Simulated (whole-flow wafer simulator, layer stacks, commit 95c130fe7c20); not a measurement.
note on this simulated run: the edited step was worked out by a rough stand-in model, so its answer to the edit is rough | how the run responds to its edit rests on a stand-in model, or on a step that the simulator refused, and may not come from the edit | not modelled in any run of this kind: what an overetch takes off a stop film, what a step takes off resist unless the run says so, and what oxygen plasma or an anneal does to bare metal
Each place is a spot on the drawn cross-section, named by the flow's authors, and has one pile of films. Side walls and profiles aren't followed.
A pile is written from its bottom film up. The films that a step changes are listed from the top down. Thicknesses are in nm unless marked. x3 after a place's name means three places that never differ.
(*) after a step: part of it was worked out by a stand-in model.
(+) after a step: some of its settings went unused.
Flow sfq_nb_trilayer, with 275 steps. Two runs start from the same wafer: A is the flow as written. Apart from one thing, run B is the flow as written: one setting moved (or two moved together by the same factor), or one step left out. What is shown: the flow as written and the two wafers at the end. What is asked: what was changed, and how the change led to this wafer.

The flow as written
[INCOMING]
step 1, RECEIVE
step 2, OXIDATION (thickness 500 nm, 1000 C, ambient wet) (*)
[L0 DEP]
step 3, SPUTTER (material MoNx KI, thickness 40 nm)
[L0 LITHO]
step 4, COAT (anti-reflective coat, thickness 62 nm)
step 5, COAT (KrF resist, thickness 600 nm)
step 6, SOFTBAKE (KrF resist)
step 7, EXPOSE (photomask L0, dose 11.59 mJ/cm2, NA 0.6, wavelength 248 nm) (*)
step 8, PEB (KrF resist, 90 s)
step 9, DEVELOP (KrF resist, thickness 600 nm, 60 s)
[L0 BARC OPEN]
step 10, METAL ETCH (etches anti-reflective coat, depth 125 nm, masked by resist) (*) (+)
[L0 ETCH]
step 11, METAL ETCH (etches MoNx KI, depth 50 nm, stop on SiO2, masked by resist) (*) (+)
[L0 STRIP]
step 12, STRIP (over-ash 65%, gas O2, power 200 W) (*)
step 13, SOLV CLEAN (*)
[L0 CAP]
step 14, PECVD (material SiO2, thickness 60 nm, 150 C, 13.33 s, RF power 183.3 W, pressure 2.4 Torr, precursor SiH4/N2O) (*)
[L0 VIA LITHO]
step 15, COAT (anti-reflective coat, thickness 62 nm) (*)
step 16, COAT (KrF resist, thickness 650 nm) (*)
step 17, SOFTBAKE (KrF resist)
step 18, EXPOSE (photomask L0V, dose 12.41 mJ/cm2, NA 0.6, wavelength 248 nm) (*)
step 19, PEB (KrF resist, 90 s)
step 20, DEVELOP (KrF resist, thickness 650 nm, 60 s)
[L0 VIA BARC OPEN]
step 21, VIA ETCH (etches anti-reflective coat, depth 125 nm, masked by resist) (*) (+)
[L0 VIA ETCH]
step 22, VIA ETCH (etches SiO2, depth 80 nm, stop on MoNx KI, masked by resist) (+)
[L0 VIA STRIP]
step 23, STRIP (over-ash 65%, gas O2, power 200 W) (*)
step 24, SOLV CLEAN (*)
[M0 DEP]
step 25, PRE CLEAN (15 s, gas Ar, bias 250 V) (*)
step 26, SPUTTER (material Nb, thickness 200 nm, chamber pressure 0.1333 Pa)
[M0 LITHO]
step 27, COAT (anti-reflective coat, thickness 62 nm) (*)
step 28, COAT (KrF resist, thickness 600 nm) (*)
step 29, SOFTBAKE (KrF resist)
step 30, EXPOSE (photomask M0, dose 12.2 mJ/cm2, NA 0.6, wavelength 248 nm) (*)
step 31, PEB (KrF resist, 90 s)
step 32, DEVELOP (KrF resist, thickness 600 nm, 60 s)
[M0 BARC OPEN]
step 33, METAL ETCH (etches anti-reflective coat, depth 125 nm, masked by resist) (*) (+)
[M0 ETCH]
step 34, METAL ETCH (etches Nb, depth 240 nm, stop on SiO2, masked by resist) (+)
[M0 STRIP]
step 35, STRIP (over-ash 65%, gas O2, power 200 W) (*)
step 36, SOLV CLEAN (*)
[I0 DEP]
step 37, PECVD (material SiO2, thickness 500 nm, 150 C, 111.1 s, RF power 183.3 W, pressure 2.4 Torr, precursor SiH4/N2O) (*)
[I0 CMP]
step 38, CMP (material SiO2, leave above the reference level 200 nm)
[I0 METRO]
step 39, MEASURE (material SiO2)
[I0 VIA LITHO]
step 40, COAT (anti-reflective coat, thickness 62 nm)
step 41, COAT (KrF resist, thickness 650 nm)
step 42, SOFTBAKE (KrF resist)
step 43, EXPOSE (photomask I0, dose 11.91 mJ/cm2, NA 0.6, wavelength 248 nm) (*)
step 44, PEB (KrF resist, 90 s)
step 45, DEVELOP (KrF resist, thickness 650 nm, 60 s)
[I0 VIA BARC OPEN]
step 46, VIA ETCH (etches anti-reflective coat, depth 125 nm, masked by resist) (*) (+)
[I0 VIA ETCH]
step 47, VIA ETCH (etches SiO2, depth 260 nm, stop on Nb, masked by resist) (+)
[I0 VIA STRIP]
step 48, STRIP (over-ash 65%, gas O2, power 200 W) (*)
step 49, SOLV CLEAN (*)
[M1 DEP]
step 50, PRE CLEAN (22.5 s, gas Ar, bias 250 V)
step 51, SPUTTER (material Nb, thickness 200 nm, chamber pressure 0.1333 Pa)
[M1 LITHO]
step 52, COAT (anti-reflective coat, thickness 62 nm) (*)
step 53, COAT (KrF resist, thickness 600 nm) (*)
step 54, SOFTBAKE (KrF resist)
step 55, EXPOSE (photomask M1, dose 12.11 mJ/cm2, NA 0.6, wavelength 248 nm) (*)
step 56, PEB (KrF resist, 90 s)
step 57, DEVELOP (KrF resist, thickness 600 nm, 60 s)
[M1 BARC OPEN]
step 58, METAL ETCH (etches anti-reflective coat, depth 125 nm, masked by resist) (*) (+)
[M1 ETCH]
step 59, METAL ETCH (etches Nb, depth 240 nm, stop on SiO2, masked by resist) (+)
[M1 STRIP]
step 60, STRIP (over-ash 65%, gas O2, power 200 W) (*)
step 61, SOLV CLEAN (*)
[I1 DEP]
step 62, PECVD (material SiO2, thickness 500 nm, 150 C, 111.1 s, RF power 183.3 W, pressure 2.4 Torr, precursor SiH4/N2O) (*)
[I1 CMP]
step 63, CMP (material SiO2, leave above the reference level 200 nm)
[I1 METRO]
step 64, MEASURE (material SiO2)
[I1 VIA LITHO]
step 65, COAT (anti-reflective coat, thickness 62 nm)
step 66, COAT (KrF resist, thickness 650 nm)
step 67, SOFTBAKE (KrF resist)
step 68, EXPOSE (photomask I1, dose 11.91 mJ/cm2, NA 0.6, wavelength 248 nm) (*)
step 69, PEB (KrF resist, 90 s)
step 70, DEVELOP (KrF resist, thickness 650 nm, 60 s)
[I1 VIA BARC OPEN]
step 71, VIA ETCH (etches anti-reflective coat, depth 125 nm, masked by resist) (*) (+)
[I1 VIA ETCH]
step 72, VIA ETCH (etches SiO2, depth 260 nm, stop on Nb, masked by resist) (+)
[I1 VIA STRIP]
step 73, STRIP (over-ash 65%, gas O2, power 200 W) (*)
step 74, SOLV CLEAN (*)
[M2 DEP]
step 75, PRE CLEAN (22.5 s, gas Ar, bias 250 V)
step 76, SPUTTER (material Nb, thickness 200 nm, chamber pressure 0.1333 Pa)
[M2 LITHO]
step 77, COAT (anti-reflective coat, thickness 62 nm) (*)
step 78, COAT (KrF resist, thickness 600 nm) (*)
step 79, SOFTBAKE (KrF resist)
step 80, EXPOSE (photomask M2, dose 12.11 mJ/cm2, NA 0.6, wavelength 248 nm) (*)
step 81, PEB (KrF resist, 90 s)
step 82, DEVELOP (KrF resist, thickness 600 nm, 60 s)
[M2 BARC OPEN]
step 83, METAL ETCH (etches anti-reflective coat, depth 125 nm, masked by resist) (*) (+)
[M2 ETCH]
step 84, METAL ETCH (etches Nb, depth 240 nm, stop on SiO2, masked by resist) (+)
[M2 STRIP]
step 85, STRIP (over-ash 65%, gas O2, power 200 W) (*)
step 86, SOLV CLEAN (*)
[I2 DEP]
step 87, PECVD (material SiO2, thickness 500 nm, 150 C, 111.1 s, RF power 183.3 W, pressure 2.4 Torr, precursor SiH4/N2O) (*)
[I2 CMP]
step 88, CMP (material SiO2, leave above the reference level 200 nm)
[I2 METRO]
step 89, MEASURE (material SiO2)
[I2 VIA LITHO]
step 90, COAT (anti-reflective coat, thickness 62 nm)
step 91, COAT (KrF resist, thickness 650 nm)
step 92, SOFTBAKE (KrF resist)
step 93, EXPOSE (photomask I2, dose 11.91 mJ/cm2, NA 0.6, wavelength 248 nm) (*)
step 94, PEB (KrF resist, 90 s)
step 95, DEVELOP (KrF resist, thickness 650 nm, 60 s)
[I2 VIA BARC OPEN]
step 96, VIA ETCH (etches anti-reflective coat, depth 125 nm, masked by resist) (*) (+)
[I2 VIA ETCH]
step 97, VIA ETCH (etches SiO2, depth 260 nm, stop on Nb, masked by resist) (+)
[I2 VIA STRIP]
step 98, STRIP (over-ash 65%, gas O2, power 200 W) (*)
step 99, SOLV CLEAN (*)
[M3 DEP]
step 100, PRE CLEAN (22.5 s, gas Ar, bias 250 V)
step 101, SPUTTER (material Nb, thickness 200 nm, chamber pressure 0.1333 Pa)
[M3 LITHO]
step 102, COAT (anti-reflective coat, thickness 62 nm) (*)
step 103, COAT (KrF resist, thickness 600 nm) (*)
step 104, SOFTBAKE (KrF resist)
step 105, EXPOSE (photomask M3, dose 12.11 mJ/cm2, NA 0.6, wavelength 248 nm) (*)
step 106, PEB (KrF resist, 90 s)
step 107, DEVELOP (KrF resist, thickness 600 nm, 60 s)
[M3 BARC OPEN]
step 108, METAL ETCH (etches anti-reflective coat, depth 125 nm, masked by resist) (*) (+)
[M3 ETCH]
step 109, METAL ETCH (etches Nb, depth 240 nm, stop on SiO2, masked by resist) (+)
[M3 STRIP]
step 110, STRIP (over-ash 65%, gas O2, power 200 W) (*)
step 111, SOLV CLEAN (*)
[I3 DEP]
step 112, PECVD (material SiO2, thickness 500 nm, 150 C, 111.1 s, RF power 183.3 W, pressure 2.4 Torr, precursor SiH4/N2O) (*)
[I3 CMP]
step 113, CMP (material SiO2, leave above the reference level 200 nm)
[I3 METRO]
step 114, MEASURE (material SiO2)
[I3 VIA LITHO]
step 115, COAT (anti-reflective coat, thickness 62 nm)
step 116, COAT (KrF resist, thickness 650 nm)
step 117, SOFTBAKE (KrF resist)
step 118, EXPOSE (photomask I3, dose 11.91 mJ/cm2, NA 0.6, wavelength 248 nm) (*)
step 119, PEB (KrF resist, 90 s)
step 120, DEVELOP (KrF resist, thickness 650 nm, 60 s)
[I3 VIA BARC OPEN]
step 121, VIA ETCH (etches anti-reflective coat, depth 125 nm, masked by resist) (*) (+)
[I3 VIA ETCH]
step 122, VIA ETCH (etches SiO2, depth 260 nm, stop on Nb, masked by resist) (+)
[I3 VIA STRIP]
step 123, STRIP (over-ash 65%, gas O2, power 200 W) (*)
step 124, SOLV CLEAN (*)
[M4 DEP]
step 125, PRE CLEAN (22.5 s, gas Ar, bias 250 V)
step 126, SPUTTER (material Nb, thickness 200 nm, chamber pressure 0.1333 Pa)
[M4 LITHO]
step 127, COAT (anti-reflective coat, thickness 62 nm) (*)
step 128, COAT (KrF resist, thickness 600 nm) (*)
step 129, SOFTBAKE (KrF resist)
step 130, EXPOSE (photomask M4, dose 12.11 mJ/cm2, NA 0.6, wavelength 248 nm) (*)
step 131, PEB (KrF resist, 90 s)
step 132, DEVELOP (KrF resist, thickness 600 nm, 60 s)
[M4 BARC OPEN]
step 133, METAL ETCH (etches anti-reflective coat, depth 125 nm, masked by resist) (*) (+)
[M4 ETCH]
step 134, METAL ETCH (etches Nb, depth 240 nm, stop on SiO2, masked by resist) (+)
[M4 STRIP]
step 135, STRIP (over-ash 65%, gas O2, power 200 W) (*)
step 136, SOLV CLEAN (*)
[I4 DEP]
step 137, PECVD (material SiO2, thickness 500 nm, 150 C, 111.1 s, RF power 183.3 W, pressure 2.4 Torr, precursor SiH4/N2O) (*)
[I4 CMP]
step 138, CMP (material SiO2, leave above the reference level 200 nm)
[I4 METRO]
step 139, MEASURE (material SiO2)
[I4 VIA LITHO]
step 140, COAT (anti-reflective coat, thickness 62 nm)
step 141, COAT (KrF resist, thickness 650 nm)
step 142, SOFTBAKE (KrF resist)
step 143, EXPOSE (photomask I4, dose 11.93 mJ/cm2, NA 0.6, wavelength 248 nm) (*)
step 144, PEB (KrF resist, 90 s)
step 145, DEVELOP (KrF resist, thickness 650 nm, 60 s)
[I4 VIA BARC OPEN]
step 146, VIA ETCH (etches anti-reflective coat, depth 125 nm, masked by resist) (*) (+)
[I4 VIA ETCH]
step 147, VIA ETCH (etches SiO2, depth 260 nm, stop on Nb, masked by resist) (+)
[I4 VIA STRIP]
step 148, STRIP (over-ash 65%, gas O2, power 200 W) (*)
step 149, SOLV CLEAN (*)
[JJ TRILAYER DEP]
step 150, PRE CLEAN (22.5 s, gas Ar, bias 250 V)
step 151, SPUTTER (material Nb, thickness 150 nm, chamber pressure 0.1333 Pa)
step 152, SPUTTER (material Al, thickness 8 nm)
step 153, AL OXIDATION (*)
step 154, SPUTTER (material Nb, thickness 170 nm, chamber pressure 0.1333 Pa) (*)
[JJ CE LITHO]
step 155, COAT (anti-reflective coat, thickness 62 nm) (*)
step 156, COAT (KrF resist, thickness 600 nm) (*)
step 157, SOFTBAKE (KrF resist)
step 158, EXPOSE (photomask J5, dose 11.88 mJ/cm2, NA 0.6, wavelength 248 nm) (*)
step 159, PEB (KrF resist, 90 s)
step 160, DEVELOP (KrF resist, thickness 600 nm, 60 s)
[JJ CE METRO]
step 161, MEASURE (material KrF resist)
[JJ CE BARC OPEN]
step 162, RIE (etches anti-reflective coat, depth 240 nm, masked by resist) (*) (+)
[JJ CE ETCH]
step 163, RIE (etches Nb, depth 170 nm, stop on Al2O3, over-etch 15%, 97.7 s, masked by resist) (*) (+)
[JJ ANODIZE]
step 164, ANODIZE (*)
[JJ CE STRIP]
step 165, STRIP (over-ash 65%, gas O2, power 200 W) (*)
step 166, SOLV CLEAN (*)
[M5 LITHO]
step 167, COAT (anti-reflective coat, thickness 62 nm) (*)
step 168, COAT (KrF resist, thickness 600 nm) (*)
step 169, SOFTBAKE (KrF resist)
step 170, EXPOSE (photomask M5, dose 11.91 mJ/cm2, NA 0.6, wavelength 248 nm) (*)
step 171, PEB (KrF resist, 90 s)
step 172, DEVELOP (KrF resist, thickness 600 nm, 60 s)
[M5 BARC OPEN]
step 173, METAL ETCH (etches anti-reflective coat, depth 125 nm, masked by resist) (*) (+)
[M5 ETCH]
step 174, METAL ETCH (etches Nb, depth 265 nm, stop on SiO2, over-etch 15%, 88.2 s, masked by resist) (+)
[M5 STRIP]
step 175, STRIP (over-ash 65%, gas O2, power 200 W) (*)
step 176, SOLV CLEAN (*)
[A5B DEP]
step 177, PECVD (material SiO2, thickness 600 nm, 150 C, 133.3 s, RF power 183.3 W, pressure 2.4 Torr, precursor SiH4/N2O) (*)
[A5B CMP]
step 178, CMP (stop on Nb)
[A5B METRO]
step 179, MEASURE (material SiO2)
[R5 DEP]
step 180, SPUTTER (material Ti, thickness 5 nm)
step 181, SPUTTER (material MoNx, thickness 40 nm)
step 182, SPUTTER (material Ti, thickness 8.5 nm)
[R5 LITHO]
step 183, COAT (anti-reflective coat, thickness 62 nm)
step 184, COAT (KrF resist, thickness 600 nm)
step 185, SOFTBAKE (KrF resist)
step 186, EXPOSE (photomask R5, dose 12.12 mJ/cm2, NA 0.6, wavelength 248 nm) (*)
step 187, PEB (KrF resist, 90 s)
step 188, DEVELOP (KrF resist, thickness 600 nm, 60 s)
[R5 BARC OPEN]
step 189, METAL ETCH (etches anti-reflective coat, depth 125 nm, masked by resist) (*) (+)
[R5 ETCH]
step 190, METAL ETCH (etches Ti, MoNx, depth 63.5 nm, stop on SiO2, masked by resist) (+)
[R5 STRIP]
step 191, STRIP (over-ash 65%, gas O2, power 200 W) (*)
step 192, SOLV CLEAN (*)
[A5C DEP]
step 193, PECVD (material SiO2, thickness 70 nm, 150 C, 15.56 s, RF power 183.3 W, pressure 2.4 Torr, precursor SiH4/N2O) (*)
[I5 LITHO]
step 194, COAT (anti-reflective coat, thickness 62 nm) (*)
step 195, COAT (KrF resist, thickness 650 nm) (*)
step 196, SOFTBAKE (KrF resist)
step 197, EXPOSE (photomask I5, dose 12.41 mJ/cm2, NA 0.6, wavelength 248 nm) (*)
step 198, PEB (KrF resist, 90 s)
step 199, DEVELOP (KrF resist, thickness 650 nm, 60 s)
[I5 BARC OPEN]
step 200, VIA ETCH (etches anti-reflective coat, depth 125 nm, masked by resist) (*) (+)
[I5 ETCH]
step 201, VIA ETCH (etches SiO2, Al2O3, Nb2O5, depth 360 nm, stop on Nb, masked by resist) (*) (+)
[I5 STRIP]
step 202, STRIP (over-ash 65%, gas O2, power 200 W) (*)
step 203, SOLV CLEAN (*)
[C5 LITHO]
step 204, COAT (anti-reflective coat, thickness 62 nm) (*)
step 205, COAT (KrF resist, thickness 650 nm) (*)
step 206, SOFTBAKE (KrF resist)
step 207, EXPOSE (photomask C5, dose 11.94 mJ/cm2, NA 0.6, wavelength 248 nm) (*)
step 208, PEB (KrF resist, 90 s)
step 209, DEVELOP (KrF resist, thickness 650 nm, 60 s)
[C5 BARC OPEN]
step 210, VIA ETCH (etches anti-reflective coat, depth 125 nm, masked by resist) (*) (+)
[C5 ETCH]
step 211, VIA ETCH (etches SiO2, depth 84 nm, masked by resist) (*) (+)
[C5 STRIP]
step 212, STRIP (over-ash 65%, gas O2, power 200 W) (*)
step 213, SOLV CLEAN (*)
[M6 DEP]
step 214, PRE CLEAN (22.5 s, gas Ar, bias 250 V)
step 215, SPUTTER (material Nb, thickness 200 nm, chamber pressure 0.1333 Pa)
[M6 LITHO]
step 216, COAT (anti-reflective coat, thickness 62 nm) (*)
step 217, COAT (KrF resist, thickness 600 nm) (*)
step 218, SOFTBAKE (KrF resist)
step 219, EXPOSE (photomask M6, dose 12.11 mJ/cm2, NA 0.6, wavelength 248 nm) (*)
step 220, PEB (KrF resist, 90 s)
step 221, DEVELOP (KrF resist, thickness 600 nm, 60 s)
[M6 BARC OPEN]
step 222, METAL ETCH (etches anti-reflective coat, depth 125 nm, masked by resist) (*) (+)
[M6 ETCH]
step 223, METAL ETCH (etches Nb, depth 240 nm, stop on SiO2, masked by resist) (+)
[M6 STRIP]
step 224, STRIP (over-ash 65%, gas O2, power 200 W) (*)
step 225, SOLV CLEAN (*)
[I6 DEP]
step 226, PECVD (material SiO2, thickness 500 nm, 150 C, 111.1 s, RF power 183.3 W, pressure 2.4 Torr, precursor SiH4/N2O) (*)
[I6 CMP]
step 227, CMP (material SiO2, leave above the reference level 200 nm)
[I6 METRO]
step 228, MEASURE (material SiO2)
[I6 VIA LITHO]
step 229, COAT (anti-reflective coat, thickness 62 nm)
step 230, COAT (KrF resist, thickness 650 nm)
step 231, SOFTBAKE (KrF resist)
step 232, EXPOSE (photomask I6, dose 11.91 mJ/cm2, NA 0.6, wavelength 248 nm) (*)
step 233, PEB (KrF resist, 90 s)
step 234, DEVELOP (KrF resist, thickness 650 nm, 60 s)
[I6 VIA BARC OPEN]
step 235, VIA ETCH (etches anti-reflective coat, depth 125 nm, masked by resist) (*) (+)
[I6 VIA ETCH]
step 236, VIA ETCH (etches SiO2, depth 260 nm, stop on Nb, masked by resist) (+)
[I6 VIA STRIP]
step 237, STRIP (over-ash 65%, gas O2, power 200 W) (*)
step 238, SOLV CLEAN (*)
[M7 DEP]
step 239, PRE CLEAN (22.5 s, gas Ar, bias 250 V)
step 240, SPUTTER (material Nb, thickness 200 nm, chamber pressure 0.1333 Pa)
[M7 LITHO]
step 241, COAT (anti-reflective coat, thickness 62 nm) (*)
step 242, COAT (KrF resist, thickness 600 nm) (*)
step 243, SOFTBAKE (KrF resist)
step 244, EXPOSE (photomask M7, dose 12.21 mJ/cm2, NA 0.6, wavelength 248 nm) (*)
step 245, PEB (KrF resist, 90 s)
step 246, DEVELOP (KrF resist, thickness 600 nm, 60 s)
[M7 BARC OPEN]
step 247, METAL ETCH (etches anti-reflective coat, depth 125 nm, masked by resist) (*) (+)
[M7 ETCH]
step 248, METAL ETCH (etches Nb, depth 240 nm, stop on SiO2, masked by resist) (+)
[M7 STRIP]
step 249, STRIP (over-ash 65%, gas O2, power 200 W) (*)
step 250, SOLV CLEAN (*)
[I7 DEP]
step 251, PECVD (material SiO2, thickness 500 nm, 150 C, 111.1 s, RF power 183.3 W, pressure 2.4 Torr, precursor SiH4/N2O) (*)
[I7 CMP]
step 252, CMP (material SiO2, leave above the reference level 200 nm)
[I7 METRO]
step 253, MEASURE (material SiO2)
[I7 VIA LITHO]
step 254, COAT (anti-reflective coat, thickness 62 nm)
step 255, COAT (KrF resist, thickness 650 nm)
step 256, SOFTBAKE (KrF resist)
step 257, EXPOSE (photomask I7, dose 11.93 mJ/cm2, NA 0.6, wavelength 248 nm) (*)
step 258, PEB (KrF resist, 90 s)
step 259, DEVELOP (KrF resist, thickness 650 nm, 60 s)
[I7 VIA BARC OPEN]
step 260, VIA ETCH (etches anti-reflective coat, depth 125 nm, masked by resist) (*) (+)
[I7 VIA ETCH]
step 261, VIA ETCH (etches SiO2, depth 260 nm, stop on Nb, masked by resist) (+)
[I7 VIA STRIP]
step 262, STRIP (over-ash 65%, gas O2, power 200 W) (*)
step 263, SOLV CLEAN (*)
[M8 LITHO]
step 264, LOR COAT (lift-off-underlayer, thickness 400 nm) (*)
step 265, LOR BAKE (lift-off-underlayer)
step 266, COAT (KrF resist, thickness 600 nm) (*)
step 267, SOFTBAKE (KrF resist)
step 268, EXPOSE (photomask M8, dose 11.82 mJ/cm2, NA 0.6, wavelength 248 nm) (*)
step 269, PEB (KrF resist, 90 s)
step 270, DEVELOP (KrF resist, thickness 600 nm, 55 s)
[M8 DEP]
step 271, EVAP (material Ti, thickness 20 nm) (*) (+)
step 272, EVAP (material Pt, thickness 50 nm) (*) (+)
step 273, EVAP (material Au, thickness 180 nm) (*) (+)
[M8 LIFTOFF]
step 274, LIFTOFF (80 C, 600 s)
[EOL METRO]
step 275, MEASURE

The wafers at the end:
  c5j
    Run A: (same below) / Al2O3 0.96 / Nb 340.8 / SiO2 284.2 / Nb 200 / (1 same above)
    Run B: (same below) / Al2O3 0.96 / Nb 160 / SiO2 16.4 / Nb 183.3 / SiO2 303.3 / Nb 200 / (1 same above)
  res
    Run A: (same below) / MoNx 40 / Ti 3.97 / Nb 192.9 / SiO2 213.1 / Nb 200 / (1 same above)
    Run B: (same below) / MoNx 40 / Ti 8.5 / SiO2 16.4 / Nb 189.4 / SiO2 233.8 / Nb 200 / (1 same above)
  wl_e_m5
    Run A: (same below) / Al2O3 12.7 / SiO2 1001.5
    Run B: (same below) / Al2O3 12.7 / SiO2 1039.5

Cause: step 193, PECVD: thickness 108 nm was run, while the flow as written has thickness 70 nm; step 193, PECVD: 23.96 s was run, where the flow has 15.56 s.

The path from the change to this, step by step:
  step 193, PECVD (material SiO2, thickness 70 nm, 150 C, 15.56 s, RF power 183.3 W, pressure 2.4 Torr, precursor SiH4/N2O) (*)
      field_l, v_sur, via_wl and 92 more: A SiO2 gains 70 | B SiO2 gains 108
      ce_l, c5j, ce_r and 8 more: A SiO2 gains 70 (new film) | B SiO2 gains 108 (new film)
  step 201, VIA ETCH (etches SiO2, Al2O3, Nb2O5, depth 360 nm, stop on Nb, masked by resist) (*) (+)
      be: A SiO2 loses 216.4 (all of it), Al2O3 loses 12.7 (all of it), Nb2O5 loses 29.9 (all of it) | B SiO2 loses 254.4 (all of it), Al2O3 loses 12.7 (all of it), Nb2O5 loses 29.9 (all of it)
  step 204, COAT (anti-reflective coat, thickness 62 nm) (*)
      be: A anti-reflective coat gains 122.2 (new film) | B anti-reflective coat gains 127.7 (new film)
      be_sur: A anti-reflective coat gains 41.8 (new film) | B anti-reflective coat gains 40.3 (new film)
  step 205, COAT (KrF resist, thickness 650 nm) (*)
      be: A KrF resist gains 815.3 (new film) | B KrF resist gains 842.6 (new film)
  step 211, VIA ETCH (etches SiO2, depth 84 nm, masked by resist) (*) (+)
      c5j: A SiO2 loses 69.9 (all of it), Nb loses 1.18 | B SiO2 loses 84
      res: A SiO2 loses 69.9 (all of it) | B SiO2 loses 84
  step 212, STRIP (over-ash 65%, gas O2, power 200 W) (*)
      be: A KrF resist loses 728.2 (all of it), anti-reflective coat loses 122.2 (all of it) | B KrF resist loses 755.4 (all of it), anti-reflective coat loses 127.7 (all of it)
      be_sur: A KrF resist loses 559.6 (all of it), anti-reflective coat loses 41.8 (all of it) | B KrF resist loses 557.6 (all of it), anti-reflective coat loses 40.3 (all of it)
  step 214, PRE CLEAN (22.5 s, gas Ar, bias 250 V)
      c5j: A Nb loses 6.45 | B SiO2 loses 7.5
      res: A Ti loses 4.53 | B SiO2 loses 7.5
  step 215, SPUTTER (material Nb, thickness 200 nm, chamber pressure 0.1333 Pa)
      c5j: A Nb gains 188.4 | B Nb gains 183.3 (new film)
      be: A Nb gains 147.3 | B Nb gains 139
  step 216, COAT (anti-reflective coat, thickness 62 nm) (*)
      wire: A anti-reflective coat gains 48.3 (new film) | B anti-reflective coat gains 47.3 (new film)
      be: A anti-reflective coat gains 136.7 (new film) | B anti-reflective coat gains 143.1 (new film)
      (as well as at 6 more places)
  step 217, COAT (KrF resist, thickness 600 nm) (*)
      be: A KrF resist gains 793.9 (new film) | B KrF resist gains 834.2 (new film)
  step 224, STRIP (over-ash 65%, gas O2, power 200 W) (*)
      wire: A KrF resist loses 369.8 (all of it), anti-reflective coat loses 48.3 (all of it) | B KrF resist loses 370.8 (all of it), anti-reflective coat loses 47.3 (all of it)
      be: A KrF resist loses 575.8 (all of it), anti-reflective coat loses 136.7 (all of it) | B KrF resist loses 615.9 (all of it), anti-reflective coat loses 143.1 (all of it)
      (as well as at 6 more places)
  step 226, PECVD (material SiO2, thickness 500 nm, 150 C, 111.1 s, RF power 183.3 W, pressure 2.4 Torr, precursor SiH4/N2O) (*)
      be: A SiO2 gains 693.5 (new film) | B SiO2 gains 291.5 (new film), void gains 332 (new film), SiO2 gains 233.6 (new film)
      c5j: A SiO2 gains 514.7 (new film) | B SiO2 gains 533.8 (new film)
  step 227, CMP (material SiO2, leave above the reference level 200 nm)
      be: A SiO2 loses 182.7 | B SiO2 loses 291.5 (all of it), void loses 332 (all of it)
      res: A SiO2 loses 279.4 | B SiO2 loses 258.7
  step 229, COAT (anti-reflective coat, thickness 62 nm)
      via_v, jj_sur: A anti-reflective coat gains 62 (new film) | B anti-reflective coat gains 60.2 (new film)
      via_sp: A anti-reflective coat gains 62 (new film) | B anti-reflective coat gains 60.6 (new film)
      (as well as at 6 more places)
  step 230, COAT (KrF resist, thickness 650 nm)
      be: A KrF resist gains 650 (new film) | B KrF resist gains 860.7 (new film)
      gap: A KrF resist gains 650 (new film) | B KrF resist gains 636 (new film)
  step 233, PEB (KrF resist, 90 s)
      be: A KrF resist loses 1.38 | B KrF resist loses 1.92
  ... another 15 steps ...
  step 274, LIFTOFF (80 C, 600 s)
      be: A Au loses 180 (all of it), Pt loses 50 (all of it), Ti loses 20 (all of it), KrF resist loses 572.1 (all of it), lift-off-underlayer loses 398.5 (all of it) | B Au loses 180 (all of it), Pt loses 50 (all of it), Ti loses 20 (all of it), KrF resist loses 600.3 (all of it), lift-off-underlayer loses 601 (all of it)
      be_sur: A Au loses 180 (all of it), Pt loses 50 (all of it), Ti loses 20 (all of it), KrF resist loses 572.6 (all of it), lift-off-underlayer loses 398.9 (all of it) | B Au loses 180 (all of it), Pt loses 50 (all of it), Ti loses 20 (all of it), KrF resist loses 582.7 (all of it), lift-off-underlayer loses 376.4 (all of it)
Taking metal films that touch as one body, c5j has 5 bodies (between them, from the top down: SiO2 303.3; SiO2 16.4; Al2O3 0.96; SiO2 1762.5); the flow as written gives 4 bodies (between them, from the top down: SiO2 284.2; Al2O3 0.96; SiO2 1762.5).
Taking metal films that touch as one body, res has 4 bodies (between them, from the top down: SiO2 233.8; SiO2 16.4; SiO2 2090.9); the flow as written gives 3 bodies (between them, from the top down: SiO2 213.1; SiO2 2090.9).
